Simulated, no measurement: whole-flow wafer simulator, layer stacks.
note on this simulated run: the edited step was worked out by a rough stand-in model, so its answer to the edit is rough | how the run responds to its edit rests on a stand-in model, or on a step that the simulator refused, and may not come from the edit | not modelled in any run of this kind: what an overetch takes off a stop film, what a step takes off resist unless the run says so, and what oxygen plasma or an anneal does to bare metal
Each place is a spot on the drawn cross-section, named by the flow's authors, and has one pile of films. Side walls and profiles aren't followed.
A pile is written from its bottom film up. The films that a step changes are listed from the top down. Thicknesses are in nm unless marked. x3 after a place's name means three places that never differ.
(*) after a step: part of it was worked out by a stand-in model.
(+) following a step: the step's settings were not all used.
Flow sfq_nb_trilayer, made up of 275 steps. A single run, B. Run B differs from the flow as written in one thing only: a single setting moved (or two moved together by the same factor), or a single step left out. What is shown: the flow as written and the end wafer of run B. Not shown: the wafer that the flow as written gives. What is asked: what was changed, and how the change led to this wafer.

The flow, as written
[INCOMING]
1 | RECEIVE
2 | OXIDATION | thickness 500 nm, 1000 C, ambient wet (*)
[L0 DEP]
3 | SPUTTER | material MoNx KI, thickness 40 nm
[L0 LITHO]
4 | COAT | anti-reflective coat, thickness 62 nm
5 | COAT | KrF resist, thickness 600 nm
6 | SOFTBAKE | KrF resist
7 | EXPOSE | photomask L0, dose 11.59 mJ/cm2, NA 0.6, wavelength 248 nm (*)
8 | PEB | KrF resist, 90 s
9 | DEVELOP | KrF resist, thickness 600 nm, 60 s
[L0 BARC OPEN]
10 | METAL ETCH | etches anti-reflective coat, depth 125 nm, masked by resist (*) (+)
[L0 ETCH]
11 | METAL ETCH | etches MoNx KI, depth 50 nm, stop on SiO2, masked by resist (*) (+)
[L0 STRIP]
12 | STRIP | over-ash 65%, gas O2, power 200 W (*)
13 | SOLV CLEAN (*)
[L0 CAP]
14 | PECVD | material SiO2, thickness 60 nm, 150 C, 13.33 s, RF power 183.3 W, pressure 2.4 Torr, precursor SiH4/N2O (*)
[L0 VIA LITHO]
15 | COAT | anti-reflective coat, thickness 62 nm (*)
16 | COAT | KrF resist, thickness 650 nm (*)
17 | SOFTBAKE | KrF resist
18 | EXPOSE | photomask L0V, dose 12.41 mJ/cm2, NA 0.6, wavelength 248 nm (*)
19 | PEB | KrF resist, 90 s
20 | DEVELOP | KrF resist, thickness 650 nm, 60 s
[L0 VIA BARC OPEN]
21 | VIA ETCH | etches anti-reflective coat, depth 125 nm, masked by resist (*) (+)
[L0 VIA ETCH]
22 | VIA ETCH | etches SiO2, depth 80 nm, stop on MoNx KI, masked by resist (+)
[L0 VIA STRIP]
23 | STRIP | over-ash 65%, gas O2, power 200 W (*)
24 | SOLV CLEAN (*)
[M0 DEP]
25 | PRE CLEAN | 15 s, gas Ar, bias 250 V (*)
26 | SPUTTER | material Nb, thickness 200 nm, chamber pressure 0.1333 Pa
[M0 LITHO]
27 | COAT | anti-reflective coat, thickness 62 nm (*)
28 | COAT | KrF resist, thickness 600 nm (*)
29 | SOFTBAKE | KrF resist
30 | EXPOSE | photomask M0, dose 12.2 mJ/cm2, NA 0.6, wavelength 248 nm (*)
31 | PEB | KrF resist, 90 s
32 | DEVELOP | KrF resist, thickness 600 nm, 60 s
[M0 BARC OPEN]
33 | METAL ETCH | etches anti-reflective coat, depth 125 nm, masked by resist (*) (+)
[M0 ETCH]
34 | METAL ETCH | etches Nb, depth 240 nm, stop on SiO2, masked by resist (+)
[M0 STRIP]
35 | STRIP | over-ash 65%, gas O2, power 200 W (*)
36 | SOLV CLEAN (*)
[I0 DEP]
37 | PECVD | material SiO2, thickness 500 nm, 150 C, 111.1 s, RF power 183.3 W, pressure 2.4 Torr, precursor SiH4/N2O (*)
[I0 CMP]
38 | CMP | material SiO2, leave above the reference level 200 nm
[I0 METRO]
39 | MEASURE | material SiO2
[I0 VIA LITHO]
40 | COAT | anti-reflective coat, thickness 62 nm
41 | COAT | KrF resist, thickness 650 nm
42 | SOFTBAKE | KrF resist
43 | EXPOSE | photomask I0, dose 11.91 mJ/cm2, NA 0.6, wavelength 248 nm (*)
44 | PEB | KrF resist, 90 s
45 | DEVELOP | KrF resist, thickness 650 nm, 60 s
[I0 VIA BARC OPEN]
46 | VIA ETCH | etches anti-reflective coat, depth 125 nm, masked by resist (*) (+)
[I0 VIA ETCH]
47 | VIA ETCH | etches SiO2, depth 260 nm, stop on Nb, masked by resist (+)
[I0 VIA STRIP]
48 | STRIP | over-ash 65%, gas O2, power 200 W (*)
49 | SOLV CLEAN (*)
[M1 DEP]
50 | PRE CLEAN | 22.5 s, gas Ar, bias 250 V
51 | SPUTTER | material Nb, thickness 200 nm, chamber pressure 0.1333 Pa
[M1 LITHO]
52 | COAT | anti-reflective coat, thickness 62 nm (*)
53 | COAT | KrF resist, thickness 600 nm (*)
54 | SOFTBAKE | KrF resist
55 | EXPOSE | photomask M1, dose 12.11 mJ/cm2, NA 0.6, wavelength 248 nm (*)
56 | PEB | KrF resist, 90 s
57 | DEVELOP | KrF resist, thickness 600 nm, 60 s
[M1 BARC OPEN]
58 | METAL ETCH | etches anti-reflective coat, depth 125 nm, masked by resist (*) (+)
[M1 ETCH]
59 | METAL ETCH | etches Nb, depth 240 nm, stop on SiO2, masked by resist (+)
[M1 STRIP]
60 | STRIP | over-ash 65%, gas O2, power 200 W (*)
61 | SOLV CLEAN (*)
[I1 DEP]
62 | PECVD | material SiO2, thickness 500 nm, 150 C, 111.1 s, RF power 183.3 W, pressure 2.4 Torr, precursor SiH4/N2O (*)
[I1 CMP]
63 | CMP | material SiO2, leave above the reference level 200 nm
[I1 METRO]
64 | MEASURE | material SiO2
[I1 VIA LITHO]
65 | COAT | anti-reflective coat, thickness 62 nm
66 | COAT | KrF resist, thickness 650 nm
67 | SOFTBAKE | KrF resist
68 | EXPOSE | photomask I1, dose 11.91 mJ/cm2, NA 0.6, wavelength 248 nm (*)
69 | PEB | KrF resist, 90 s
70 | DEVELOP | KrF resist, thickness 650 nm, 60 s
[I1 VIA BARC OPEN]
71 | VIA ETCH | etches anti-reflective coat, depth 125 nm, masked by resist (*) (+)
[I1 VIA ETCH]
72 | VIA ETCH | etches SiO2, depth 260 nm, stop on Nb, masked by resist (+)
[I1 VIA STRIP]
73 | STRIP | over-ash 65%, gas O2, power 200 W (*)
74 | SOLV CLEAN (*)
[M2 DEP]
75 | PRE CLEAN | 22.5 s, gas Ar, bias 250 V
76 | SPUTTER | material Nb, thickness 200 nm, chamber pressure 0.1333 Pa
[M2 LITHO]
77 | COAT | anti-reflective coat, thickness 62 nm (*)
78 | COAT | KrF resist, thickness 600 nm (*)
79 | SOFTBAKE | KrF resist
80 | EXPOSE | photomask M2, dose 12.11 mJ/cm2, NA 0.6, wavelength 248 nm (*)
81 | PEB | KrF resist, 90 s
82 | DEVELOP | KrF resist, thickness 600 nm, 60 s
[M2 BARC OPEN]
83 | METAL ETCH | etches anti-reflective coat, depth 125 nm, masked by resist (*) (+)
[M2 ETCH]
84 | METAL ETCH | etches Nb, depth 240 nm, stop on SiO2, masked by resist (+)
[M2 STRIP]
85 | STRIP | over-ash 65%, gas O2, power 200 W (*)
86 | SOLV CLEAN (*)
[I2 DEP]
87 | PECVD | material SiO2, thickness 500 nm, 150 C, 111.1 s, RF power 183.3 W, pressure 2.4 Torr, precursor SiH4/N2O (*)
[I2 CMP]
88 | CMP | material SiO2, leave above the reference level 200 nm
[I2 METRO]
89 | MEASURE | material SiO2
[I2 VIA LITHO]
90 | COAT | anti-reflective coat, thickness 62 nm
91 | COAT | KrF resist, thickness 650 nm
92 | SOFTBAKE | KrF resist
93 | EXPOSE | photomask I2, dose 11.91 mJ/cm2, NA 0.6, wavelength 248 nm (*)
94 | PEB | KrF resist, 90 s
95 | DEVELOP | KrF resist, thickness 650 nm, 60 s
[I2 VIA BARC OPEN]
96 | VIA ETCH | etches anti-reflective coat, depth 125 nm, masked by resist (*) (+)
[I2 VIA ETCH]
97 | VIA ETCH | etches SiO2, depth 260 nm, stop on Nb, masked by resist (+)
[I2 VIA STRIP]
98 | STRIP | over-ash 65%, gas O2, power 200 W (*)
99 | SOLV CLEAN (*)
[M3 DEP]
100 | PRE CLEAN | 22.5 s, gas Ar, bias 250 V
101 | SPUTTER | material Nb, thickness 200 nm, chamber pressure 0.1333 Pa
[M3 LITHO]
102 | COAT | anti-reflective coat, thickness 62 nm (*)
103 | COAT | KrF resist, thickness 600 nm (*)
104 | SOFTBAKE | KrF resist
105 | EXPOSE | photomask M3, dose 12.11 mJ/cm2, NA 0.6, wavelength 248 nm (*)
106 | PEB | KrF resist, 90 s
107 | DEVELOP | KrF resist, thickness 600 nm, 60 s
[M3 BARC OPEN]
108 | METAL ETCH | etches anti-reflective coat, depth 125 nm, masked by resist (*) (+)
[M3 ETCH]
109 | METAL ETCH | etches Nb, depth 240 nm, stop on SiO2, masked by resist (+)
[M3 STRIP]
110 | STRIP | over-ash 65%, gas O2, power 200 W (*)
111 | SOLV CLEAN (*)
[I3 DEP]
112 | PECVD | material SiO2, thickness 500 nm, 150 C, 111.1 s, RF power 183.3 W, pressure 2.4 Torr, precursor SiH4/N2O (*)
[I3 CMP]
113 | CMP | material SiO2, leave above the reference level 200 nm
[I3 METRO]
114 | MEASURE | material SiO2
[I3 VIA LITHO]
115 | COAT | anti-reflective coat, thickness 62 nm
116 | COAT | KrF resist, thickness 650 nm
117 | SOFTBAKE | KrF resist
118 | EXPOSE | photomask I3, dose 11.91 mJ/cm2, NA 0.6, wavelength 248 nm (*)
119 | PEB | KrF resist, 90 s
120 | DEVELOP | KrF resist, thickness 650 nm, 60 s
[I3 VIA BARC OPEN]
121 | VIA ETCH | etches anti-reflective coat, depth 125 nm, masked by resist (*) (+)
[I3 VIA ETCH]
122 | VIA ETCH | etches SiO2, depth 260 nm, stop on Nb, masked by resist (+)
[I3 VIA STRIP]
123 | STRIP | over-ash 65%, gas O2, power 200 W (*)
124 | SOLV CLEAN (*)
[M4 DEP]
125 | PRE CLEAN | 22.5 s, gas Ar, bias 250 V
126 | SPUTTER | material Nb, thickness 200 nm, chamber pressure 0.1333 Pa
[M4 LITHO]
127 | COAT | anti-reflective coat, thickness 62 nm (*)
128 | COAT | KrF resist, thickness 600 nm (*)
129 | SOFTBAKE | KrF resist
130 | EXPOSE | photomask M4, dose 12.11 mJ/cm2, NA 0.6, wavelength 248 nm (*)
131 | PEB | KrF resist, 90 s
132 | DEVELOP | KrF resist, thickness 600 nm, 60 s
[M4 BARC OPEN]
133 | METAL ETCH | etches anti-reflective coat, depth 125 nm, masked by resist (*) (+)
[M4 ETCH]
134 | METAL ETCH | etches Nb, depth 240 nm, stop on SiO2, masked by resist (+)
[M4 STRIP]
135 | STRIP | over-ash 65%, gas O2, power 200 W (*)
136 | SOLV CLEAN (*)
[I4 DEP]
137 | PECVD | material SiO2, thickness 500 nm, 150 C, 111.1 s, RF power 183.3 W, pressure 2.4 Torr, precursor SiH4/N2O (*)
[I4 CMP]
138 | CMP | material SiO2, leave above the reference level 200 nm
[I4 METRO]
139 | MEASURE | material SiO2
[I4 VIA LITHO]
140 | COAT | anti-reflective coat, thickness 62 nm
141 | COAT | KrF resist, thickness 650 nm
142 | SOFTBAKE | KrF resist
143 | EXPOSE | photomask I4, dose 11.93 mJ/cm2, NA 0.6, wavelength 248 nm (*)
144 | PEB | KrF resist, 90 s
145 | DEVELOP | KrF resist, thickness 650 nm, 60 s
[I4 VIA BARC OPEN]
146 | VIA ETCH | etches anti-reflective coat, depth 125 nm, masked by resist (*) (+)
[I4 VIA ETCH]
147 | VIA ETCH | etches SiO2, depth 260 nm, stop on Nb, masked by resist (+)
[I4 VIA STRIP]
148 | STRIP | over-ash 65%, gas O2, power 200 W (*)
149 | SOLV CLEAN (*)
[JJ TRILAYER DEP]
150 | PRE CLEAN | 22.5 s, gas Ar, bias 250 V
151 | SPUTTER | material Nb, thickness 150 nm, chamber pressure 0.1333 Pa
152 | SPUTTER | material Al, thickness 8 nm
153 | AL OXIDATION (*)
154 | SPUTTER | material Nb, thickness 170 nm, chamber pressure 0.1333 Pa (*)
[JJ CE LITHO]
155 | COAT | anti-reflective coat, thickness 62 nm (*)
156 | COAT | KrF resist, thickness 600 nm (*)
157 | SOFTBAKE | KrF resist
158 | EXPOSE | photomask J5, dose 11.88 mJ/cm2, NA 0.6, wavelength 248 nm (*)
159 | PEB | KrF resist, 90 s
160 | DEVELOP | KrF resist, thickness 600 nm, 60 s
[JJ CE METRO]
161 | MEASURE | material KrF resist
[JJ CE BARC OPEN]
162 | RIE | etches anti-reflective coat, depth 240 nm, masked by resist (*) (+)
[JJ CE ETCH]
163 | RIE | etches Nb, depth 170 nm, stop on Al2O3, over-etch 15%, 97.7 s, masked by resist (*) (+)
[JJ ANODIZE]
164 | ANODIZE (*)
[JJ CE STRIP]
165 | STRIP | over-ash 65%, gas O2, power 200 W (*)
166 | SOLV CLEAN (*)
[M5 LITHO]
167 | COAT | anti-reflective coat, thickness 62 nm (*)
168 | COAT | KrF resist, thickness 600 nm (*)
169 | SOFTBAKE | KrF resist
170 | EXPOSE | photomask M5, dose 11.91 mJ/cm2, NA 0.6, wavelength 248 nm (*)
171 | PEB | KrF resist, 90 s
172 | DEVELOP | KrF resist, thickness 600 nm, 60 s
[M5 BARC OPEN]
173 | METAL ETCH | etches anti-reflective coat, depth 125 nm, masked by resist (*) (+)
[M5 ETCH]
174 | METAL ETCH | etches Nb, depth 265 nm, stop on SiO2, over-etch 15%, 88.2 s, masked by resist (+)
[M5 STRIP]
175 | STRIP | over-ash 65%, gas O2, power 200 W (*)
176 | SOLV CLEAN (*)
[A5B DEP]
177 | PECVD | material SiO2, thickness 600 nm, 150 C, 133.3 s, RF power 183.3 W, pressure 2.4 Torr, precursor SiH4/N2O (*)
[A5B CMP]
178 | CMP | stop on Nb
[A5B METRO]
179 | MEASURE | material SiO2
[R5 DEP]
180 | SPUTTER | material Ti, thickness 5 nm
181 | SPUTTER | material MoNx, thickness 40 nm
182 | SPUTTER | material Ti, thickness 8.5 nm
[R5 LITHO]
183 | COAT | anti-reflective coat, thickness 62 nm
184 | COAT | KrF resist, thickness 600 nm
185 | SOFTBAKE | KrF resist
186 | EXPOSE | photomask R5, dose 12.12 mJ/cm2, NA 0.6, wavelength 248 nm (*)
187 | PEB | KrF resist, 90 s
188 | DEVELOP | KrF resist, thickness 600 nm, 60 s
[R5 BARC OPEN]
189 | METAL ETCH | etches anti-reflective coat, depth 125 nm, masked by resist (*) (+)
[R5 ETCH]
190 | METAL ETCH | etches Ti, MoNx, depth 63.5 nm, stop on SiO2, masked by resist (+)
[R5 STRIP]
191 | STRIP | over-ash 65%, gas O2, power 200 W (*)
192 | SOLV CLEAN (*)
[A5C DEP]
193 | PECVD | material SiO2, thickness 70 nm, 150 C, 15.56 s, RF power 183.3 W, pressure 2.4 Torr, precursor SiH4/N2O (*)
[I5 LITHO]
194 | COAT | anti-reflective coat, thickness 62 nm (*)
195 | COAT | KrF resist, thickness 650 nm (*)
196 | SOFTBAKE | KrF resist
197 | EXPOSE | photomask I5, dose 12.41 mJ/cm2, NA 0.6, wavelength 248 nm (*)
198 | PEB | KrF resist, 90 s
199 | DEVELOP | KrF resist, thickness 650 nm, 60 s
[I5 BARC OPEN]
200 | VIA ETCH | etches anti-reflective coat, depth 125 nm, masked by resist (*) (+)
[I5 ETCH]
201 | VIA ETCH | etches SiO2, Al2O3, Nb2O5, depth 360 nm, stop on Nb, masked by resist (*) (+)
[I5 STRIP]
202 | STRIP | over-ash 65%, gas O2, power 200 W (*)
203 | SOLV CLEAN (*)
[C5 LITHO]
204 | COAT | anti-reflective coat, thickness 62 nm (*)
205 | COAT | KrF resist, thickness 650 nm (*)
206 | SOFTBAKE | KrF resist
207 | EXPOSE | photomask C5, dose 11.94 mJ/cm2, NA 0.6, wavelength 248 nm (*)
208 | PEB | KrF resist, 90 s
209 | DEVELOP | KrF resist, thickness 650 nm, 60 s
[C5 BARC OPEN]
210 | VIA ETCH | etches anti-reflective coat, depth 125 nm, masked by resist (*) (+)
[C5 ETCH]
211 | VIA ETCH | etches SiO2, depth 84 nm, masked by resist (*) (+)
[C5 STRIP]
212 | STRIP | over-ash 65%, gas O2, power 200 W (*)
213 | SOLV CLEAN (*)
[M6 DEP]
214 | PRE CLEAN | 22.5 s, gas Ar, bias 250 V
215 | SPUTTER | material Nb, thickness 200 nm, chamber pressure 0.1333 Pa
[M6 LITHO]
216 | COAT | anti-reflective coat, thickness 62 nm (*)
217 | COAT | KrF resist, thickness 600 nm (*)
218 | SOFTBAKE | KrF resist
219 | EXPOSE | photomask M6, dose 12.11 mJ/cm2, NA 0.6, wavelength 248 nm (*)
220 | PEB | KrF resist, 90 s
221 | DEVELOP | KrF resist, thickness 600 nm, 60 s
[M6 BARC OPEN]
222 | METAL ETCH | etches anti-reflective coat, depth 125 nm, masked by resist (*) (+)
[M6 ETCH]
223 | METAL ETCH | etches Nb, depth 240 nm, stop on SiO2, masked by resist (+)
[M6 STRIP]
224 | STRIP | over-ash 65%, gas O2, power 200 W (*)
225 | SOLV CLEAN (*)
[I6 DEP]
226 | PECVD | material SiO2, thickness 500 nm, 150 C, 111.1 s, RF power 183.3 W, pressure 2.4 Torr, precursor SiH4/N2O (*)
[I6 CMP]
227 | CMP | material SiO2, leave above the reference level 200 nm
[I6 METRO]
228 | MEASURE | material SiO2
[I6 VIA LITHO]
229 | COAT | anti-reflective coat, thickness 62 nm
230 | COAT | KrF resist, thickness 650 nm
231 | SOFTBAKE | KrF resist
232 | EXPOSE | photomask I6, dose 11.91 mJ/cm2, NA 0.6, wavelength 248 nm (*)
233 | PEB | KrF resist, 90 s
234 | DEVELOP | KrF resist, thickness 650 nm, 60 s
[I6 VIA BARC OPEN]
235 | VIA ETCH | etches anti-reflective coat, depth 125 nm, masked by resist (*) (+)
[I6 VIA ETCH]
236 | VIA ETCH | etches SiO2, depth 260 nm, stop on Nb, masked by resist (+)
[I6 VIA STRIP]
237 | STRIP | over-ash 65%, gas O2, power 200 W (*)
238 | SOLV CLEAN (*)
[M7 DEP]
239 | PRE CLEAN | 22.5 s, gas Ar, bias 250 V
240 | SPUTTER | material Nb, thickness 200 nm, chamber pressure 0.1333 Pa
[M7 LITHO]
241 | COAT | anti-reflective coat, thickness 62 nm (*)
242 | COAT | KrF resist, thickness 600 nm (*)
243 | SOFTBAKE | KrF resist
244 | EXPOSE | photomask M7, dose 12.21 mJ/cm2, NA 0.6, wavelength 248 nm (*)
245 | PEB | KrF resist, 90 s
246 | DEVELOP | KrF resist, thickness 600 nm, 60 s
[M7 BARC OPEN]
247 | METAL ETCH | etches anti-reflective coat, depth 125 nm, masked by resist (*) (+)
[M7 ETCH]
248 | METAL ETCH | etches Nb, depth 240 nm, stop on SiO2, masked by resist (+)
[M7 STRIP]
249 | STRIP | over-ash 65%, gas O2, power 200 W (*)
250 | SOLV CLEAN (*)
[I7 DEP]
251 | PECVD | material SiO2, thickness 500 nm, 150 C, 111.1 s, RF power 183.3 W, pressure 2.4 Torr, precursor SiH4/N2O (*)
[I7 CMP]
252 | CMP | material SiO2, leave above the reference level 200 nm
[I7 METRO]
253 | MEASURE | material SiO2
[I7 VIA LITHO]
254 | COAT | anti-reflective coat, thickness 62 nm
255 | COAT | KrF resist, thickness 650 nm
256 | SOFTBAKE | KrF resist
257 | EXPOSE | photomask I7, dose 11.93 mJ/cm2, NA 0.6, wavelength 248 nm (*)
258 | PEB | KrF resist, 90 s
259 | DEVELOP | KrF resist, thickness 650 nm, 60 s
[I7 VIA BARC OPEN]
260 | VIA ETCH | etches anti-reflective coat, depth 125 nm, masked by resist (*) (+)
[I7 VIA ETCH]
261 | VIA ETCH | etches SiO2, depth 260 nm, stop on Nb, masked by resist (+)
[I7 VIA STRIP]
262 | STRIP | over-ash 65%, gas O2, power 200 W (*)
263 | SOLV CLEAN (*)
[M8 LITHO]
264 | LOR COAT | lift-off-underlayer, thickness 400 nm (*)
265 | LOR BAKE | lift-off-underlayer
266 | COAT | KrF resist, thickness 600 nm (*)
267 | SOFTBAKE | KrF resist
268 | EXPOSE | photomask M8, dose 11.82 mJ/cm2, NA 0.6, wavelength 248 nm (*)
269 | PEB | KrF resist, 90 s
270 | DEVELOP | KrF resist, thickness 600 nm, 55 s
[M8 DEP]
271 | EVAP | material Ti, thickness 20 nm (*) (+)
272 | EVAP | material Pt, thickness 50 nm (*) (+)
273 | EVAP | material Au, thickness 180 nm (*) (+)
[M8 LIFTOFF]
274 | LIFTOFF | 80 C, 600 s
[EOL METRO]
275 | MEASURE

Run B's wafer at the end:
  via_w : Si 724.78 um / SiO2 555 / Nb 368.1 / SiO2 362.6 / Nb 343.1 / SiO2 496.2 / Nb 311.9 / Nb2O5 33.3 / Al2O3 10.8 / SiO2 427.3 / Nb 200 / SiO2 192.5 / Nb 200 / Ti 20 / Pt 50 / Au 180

What caused this: step 62, PECVD: thickness 338 nm was run, while the flow as written has thickness 500 nm; step 62, PECVD: 75 s was run, where the flow has 111.1 s.

Step by step, how the change led to this:
  62 | PECVD | material SiO2, thickness 500 nm, 150 C, 111.1 s, RF power 183.3 W, pressure 2.4 Torr, precursor SiH4/N2O (*)
      field_l, be, be_sur and 72 more: SiO2 gains 338 (as written it would have been: SiO2 gains 500)
      v_sur, via_wl, via_wr and 20 more: SiO2 gains 338 (new film) (as written it would have been: SiO2 gains 500 (new film))
      (as well as at 8 more places)
  63 | CMP | material SiO2, leave above the reference level 200 nm
      field_l, be, be_sur and 72 more: nothing (as written it would have been: SiO2 loses 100)
      lsp_m, ln_m6, lsp_r, l0_sur, l0v: nothing (as written it would have been: SiO2 loses 94.9)
      (as well as at 26 more places)
  65 | COAT | anti-reflective coat, thickness 62 nm
      m0r_line_l, m0r_line_r, m6r_line_l, m6r_line_r, m7r_line_l, m7r_line_r: anti-reflective coat gains 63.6 (new film) (as written it would have been: anti-reflective coat gains 62 (new film))
      m0r_space_l, m0r_space_r, m6r_space_l, m6r_space_r, m7r_space_l, m7r_space_r: anti-reflective coat gains 70.8 (new film) (as written it would have been: anti-reflective coat gains 62 (new film))
      (as well as at 56 more places)
  66 | COAT | KrF resist, thickness 650 nm
      v_sur: KrF resist gains 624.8 (new film) (as written it would have been: KrF resist gains 650 (new film))
      via_wl: KrF resist gains 631.5 (new film) (as written it would have been: KrF resist gains 650 (new film))
      (as well as at 14 more places)
  70 | DEVELOP | KrF resist, thickness 650 nm, 60 s
      via_v: KrF resist loses 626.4 (all of it) (as written it would have been: KrF resist loses 648.6 (all of it))
  71 | VIA ETCH | etches anti-reflective coat, depth 125 nm, masked by resist (*) (+)
      field_l, v_sur, via_wl and 102 more: KrF resist loses 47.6 (as written it would have been: KrF resist loses 51.7)
      via_v: anti-reflective coat loses 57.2 (all of it), SiO2 loses 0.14 (as written it would have been: anti-reflective coat loses 62 (all of it), SiO2 loses 0.16)
  73 | STRIP | over-ash 65%, gas O2, power 200 W (*)
      m0r_line_l, m0r_line_r, m6r_line_l, m6r_line_r, m7r_line_l, m7r_line_r: KrF resist loses 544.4 (all of it), anti-reflective coat loses 63.6 (all of it) (as written it would have been: KrF resist loses 528.6 (all of it), anti-reflective coat loses 62 (all of it))
      m0r_space_l, m0r_space_r, m6r_space_l, m6r_space_r, m7r_space_l, m7r_space_r: KrF resist loses 539.6 (all of it), anti-reflective coat loses 70.8 (all of it) (as written it would have been: KrF resist loses 528.6 (all of it), anti-reflective coat loses 62 (all of it))
      (as well as at 58 more places)
  76 | SPUTTER | material Nb, thickness 200 nm, chamber pressure 0.1333 Pa
      be, lsp_l: Nb gains 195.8 (new film) (as written it would have been: Nb gains 200 (new film))
  77 | COAT | anti-reflective coat, thickness 62 nm (*)
      m0r_line_l, m0r_line_r, m6r_line_l, m6r_line_r, m7r_line_l, m7r_line_r, m8r_gap_c: anti-reflective coat gains 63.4 (new film) (as written it would have been: anti-reflective coat gains 62 (new film))
      m0r_space_l, m0r_space_r, m6r_space_l, m6r_space_r, m7r_space_l, m7r_space_r: anti-reflective coat gains 69.3 (new film) (as written it would have been: anti-reflective coat gains 62 (new film))
      (as well as at 57 more places)
  78 | COAT | KrF resist, thickness 600 nm (*)
      m5r_linepad_l, m5r_linepad_r: KrF resist gains 587 (new film) (as written it would have been: KrF resist gains 600 (new film))
      v_sur: KrF resist gains 571.9 (new film) (as written it would have been: KrF resist gains 597.7 (new film))
      (as well as at 17 more places)
  82 | DEVELOP | KrF resist, thickness 600 nm, 60 s
      m5r_linepad_l, m5r_linepad_r: KrF resist loses 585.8 (all of it) (as written it would have been: KrF resist loses 598.7 (all of it))
      be: KrF resist loses 603.8 (all of it) (as written it would have been: KrF resist loses 591.6 (all of it))
      (as well as at 10 more places)
  83 | METAL ETCH | etches anti-reflective coat, depth 125 nm, masked by resist (*) (+)
      v_sur, via_wl, via_w and 19 more: KrF resist loses 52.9 (as written it would have been: KrF resist loses 51.7)
      m0r_line_l, m0r_line_r, m6r_line_l, m6r_line_r, m7r_line_l, m7r_line_r, m8r_gap_c: anti-reflective coat loses 63.4 (all of it) (as written it would have been: anti-reflective coat loses 62 (all of it))
      (as well as at 41 more places)
  84 | METAL ETCH | etches Nb, depth 240 nm, stop on SiO2, masked by resist (+)
      be, lsp_l: Nb loses 195.8 (all of it) (as written it would have been: Nb loses 200 (all of it))
  85 | STRIP | over-ash 65%, gas O2, power 200 W (*)
      wl_a_sr, wl_b_m5: KrF resist loses 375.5 (all of it), anti-reflective coat loses 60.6 (all of it) (as written it would have been: KrF resist loses 382.4 (all of it), anti-reflective coat loses 62 (all of it))
      v_sur: KrF resist loses 353.1 (all of it), anti-reflective coat loses 49.2 (all of it) (as written it would have been: KrF resist loses 380 (all of it), anti-reflective coat loses 61.4 (all of it))
      (as well as at 19 more places)
  88 | CMP | material SiO2, leave above the reference level 200 nm
      field_l, be, be_sur and 79 more: SiO2 loses 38 (as written it would have been: SiO2 loses 100)
      via_w: SiO2 loses 242 (as written it would have been: SiO2 loses 300)
  97 | VIA ETCH | etches SiO2, depth 260 nm, stop on Nb, masked by resist (+)
      via_w: SiO2 loses 257.8 (all of it) (as written it would have been: SiO2 loses 199.8 (all of it))
  ... 4 further steps ...
  112 | PECVD | material SiO2, thickness 500 nm, 150 C, 111.1 s, RF power 183.3 W, pressure 2.4 Torr, precursor SiH4/N2O (*)
      via_w: SiO2 gains 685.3 (new film) (as written it would have been: SiO2 gains 615 (new film))
